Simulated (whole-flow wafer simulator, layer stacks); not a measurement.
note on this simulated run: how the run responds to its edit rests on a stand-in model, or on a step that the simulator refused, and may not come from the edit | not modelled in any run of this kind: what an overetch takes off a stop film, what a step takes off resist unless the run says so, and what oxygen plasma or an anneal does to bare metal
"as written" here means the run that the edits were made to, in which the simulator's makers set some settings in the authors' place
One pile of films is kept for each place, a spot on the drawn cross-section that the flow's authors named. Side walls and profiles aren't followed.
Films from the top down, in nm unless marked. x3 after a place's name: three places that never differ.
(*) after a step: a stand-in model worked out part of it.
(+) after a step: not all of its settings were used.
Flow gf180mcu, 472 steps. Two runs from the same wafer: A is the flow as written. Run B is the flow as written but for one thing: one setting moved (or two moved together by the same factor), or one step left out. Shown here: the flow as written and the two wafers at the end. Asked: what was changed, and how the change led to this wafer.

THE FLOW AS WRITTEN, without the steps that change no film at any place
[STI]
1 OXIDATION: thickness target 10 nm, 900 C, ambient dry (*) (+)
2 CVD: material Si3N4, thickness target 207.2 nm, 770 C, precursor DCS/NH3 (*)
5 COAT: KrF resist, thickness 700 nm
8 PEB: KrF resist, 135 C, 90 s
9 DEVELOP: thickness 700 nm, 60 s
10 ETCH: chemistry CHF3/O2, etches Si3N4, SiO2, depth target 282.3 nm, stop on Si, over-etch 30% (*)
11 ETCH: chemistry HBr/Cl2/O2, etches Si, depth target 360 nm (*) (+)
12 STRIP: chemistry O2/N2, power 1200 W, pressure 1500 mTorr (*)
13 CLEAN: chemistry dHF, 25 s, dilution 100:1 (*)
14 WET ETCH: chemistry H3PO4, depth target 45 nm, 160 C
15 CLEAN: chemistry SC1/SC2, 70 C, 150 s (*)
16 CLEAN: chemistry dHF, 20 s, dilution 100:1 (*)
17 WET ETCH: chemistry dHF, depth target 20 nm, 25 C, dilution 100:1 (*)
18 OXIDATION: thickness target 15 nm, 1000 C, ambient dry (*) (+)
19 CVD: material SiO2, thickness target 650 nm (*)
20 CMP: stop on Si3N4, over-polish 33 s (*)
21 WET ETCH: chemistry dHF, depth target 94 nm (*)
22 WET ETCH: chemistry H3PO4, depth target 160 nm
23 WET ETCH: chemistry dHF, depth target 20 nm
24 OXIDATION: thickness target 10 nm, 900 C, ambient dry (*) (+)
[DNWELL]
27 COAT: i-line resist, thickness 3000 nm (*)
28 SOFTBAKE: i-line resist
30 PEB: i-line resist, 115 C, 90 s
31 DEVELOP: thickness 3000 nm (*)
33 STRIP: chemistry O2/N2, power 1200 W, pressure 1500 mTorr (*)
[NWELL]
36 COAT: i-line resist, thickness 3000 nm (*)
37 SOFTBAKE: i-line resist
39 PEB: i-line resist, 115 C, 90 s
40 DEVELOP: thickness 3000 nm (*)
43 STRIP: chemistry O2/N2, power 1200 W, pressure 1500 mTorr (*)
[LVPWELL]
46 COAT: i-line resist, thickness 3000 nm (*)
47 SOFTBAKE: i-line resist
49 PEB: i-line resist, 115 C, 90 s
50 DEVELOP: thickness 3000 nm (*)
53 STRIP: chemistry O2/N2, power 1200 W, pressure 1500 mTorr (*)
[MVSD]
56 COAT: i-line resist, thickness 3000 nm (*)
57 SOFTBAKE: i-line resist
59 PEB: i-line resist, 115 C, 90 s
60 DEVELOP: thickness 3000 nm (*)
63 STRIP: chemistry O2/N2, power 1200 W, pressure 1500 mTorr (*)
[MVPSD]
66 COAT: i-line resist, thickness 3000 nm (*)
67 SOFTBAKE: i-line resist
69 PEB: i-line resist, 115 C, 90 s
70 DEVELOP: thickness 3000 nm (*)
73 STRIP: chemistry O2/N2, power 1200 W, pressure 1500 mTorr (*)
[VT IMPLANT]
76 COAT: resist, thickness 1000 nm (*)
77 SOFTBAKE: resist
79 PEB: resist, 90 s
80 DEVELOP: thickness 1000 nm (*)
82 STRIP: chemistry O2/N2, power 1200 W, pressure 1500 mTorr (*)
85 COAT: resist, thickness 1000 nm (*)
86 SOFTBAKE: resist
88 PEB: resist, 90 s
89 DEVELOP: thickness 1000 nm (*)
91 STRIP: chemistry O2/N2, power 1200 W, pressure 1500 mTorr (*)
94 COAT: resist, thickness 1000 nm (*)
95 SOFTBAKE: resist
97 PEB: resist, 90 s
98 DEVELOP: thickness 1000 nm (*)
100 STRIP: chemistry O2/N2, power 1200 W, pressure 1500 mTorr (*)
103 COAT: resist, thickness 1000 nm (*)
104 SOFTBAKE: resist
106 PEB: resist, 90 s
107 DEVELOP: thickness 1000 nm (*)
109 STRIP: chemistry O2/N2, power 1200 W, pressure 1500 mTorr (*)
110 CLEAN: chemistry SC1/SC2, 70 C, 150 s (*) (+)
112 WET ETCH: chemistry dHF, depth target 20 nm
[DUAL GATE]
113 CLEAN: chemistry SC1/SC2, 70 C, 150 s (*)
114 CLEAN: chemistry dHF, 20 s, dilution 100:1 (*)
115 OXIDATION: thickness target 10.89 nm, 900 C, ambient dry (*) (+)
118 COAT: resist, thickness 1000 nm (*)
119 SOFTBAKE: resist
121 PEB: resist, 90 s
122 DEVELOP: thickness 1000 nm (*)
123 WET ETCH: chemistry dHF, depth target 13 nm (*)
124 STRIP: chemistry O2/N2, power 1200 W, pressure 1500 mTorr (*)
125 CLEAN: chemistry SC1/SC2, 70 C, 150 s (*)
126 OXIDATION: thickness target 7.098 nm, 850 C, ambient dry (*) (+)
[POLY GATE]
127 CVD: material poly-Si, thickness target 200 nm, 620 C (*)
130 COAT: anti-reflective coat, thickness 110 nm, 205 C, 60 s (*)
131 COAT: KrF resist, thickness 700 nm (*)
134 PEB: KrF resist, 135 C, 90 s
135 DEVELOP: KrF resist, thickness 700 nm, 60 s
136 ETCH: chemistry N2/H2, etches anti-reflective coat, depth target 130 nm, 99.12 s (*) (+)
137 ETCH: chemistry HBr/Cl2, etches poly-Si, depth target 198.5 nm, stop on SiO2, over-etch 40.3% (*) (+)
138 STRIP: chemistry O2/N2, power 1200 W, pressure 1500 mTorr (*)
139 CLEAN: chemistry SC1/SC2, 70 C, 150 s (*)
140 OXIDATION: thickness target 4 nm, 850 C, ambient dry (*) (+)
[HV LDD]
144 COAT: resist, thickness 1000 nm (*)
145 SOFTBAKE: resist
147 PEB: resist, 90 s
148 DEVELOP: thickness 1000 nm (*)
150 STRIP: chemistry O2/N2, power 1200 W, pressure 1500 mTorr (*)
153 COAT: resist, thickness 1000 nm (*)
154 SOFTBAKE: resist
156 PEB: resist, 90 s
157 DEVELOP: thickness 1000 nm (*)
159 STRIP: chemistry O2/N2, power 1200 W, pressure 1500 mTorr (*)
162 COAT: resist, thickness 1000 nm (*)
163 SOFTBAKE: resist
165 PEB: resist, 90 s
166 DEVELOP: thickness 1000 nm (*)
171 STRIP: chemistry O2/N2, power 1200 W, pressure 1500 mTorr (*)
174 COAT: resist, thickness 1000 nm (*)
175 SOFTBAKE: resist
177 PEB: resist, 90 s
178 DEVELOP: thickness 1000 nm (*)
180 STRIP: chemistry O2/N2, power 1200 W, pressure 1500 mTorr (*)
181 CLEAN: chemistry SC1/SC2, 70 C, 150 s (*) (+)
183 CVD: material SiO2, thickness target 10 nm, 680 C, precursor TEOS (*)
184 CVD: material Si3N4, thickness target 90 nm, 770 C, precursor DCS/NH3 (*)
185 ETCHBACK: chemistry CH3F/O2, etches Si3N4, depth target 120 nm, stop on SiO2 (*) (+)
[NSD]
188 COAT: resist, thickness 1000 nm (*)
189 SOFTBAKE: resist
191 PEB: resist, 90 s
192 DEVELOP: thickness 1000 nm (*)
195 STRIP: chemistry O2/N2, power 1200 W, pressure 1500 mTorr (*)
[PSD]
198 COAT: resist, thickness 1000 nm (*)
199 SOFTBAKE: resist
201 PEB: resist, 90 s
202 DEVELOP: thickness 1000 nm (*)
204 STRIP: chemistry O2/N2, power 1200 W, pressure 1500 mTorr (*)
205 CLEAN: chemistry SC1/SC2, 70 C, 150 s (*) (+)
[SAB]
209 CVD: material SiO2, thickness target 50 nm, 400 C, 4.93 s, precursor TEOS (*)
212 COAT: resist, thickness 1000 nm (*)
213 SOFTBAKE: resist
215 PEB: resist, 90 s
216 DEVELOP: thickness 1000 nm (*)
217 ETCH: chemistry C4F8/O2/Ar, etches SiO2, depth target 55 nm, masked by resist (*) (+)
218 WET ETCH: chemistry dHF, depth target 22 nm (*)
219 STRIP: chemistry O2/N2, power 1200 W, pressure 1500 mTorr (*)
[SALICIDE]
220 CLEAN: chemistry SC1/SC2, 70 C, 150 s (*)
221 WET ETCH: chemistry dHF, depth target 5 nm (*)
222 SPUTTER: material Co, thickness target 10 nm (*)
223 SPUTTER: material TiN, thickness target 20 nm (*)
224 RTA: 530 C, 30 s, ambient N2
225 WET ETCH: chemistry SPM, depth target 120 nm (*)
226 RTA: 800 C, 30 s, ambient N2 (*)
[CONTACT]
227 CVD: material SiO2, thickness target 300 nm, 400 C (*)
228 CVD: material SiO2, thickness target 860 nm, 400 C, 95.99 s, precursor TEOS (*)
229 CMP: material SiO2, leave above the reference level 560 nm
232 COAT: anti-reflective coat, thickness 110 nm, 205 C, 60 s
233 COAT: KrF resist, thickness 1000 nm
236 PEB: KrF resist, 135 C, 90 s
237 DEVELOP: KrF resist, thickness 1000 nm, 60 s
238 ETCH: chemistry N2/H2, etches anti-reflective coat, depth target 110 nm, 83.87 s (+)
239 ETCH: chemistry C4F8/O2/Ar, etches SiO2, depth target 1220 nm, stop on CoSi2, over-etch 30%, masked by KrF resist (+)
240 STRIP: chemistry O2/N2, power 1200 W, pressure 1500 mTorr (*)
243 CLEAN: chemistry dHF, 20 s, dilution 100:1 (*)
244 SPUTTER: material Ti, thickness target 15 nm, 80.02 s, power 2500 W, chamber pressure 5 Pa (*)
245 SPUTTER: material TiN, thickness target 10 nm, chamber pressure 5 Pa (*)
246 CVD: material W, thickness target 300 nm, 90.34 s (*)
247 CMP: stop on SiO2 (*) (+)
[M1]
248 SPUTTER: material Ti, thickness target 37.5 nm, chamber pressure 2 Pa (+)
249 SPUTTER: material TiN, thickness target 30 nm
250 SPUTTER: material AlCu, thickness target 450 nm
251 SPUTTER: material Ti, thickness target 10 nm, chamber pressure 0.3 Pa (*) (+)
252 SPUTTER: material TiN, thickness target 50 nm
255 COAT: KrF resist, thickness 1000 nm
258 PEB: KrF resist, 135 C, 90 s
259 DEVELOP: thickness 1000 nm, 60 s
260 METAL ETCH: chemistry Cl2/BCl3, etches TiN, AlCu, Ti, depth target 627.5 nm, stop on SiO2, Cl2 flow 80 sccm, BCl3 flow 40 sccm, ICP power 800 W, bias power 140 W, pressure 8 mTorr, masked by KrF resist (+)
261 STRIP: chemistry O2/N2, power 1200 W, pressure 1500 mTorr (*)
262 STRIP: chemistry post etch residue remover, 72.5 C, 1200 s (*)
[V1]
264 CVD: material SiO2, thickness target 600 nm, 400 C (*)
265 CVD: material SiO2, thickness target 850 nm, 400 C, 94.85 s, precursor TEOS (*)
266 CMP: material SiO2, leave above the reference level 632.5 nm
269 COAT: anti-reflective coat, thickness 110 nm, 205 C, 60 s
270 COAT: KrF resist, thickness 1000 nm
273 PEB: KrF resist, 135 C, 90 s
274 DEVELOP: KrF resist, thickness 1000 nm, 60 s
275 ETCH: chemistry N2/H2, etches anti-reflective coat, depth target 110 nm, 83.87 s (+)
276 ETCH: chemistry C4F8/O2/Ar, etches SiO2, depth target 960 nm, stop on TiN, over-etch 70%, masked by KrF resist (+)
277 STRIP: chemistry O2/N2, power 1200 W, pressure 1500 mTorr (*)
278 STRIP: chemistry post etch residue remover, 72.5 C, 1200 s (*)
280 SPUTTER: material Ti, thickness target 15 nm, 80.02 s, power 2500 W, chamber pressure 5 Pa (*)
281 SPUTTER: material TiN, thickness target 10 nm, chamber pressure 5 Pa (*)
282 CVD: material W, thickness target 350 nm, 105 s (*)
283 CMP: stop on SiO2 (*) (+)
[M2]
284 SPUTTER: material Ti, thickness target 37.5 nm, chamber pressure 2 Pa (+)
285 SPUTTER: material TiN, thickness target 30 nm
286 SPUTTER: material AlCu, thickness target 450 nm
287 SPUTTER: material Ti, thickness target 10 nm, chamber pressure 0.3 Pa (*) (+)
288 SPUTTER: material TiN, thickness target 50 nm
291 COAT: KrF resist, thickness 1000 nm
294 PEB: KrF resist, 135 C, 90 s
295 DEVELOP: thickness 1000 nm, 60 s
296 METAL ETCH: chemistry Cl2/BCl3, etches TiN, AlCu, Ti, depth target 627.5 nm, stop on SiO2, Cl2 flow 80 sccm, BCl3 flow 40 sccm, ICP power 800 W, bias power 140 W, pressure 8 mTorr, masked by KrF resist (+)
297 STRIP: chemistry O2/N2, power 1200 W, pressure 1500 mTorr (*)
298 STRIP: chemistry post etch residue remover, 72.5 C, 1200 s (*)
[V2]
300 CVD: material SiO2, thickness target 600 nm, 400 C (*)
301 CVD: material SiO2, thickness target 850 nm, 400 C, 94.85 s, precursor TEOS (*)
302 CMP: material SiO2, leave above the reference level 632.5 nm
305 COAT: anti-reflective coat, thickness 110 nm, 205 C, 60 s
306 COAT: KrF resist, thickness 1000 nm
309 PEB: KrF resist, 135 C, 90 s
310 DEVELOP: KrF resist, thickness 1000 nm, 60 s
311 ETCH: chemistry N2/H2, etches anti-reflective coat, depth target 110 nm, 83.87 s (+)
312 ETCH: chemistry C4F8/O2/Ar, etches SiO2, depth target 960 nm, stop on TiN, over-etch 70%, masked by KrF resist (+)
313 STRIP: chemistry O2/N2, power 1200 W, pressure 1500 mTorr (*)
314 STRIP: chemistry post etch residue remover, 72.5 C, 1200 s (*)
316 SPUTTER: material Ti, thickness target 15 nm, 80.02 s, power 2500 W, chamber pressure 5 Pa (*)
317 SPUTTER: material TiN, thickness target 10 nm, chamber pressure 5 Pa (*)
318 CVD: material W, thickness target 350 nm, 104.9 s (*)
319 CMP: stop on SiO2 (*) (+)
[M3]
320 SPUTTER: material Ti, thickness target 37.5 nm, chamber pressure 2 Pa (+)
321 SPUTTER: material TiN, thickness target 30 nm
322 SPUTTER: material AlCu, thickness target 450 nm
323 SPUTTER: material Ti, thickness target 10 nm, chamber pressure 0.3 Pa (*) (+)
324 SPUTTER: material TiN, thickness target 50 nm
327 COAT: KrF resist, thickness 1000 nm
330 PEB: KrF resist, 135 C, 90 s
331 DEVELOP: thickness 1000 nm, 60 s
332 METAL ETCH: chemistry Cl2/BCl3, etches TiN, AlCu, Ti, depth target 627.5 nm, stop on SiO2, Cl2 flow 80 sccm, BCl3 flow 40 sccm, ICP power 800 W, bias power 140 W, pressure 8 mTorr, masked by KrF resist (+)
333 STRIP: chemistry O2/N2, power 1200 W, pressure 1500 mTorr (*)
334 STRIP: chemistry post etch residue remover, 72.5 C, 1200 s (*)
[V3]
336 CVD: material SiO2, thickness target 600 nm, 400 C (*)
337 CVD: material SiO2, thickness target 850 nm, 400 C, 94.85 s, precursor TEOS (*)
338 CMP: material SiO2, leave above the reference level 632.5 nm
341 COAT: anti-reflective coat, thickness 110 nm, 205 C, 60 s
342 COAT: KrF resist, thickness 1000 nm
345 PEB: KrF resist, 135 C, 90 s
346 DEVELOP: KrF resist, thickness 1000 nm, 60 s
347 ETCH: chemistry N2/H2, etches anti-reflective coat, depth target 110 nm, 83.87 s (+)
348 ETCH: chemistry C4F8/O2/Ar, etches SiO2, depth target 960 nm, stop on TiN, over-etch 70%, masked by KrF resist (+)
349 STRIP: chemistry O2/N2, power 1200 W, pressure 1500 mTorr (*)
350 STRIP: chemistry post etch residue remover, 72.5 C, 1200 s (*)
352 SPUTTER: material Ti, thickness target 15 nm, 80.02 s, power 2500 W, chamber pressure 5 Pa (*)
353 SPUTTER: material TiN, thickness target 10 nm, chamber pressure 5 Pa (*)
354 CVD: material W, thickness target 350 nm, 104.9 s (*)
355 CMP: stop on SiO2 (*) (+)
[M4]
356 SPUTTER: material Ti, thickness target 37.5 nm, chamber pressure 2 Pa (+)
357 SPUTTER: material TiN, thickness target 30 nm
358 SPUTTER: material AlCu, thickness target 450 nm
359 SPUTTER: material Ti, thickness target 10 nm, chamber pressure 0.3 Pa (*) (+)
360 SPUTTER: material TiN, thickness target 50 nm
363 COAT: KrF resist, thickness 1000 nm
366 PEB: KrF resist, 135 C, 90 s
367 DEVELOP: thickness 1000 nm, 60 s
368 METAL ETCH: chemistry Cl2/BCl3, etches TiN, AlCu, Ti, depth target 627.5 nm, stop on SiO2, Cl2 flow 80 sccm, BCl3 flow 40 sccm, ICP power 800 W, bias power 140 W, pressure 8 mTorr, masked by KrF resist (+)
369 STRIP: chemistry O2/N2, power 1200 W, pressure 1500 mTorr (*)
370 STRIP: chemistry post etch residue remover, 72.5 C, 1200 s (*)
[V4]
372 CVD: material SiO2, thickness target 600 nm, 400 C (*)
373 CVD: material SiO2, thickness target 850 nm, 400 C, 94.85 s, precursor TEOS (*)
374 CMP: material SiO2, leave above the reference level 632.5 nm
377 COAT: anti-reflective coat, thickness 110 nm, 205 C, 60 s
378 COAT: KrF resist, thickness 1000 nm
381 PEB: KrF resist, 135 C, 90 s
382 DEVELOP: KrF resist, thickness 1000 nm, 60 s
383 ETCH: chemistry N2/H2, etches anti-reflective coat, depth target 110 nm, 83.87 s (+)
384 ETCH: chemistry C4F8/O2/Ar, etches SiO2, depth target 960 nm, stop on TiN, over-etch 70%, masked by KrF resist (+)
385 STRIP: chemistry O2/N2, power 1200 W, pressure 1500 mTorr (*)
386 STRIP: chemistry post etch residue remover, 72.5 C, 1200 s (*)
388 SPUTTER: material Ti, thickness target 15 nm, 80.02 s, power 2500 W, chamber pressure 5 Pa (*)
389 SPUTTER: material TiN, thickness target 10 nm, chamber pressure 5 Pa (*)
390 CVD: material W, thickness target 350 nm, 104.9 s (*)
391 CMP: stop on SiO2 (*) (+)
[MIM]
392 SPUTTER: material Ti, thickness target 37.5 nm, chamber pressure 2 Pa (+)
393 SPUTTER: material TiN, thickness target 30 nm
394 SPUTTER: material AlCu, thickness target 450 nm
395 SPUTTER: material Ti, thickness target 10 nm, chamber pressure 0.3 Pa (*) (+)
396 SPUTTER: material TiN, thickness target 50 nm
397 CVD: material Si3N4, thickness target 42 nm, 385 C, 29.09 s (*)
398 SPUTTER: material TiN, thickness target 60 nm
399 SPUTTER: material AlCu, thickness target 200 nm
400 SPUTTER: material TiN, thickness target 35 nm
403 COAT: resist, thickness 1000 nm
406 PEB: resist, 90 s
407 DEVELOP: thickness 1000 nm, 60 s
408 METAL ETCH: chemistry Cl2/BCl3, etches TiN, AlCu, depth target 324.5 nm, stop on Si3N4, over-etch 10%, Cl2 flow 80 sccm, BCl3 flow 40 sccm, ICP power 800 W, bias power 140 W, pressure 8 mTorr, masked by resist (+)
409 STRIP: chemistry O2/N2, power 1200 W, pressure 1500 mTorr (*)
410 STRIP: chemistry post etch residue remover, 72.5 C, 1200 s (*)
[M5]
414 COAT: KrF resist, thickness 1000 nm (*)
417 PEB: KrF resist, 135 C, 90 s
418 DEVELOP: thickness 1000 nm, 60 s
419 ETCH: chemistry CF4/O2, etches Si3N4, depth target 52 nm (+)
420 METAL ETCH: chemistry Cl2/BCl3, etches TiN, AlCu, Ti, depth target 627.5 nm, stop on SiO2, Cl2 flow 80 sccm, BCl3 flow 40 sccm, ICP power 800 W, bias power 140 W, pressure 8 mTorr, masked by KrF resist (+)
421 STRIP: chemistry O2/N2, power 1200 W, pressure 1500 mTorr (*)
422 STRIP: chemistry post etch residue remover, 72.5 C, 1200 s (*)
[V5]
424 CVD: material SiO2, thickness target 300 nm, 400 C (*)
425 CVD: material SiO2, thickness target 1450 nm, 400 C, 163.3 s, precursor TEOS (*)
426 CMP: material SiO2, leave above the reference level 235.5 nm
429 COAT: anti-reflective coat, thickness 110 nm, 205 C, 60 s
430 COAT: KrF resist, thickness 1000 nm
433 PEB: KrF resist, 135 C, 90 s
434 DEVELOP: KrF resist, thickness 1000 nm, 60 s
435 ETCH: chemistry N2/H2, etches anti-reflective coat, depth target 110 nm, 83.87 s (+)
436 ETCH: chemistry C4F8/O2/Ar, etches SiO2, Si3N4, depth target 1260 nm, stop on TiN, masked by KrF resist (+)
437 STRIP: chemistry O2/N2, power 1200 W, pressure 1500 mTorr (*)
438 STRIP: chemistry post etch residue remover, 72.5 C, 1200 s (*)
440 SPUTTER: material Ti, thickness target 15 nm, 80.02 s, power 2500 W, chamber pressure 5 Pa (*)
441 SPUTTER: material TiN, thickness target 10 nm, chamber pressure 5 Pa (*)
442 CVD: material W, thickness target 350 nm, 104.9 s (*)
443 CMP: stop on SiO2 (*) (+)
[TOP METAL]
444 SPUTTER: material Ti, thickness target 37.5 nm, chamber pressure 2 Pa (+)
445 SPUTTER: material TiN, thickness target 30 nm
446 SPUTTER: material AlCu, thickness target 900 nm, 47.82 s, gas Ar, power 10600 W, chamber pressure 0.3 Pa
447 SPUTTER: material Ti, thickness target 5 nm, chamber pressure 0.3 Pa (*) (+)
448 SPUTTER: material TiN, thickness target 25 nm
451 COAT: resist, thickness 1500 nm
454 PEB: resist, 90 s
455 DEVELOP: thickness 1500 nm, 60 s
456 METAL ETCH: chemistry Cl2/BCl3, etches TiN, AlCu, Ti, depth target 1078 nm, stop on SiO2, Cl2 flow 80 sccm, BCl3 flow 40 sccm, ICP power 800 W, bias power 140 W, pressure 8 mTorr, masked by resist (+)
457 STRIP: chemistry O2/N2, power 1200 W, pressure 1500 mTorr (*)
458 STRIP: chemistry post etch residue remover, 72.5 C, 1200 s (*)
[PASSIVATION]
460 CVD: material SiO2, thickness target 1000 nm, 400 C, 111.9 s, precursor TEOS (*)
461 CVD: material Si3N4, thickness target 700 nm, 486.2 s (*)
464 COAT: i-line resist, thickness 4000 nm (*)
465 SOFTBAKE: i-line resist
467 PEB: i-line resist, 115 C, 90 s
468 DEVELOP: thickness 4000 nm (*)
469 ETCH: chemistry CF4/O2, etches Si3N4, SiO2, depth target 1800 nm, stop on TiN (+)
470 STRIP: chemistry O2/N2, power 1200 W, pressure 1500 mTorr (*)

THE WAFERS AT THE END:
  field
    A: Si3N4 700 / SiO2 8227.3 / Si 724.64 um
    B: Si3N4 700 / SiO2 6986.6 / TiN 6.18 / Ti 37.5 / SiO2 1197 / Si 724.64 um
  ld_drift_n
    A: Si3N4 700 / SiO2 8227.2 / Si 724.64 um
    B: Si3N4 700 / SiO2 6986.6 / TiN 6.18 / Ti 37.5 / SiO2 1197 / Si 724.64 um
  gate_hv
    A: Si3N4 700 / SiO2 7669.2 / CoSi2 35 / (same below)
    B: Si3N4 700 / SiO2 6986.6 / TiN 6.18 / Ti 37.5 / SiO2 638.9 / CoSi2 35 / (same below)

The cause: step 260, METAL ETCH: depth target 533.4 nm was run, where the flow has depth target 627.5 nm.

How the change led to this, step by step:
  260 METAL ETCH: chemistry Cl2/BCl3, etches TiN, AlCu, Ti, depth target 627.5 nm, stop on SiO2, Cl2 flow 80 sccm, BCl3 flow 40 sccm, ICP power 800 W, bias power 140 W, pressure 8 mTorr, masked by KrF resist (+)
      field, field__w1, field__w2 and 99 more: A TiN -50 (all of it), Ti -10 (all of it), AlCu -450 (all of it), TiN -30 (all of it), Ti -37.5 (all of it) | B TiN -50 (all of it), Ti -10 (all of it), AlCu -450 (all of it), TiN -23.4
      field__w8, contact, m1 and 6 more: A KrF resist -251 | B KrF resist -213.4
  261 STRIP: chemistry O2/N2, power 1200 W, pressure 1500 mTorr (*)
      field__w8, contact, m1 and 6 more: A KrF resist -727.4 (all of it) | B KrF resist -765 (all of it)
  264 CVD: material SiO2, thickness target 600 nm, 400 C (*)
      field, field__w1, field__w2 and 99 more: A SiO2 +600 | B SiO2 +600 (new film)
  266 CMP: material SiO2, leave above the reference level 632.5 nm
      field, field__w1, field__w2 and 99 more: A SiO2 -300 | B SiO2 -343.7
Counting metal films that touch as one body, field has 1 body; the flow as written gives 0 bodies.
Counting metal films that touch as one body, ld_drift_n has 1 body; the flow as written gives 0 bodies.
Counting metal films that touch as one body, gate_hv has 2 bodies (between them, from the top down: SiO2 638.9); the flow as written gives 1 body.
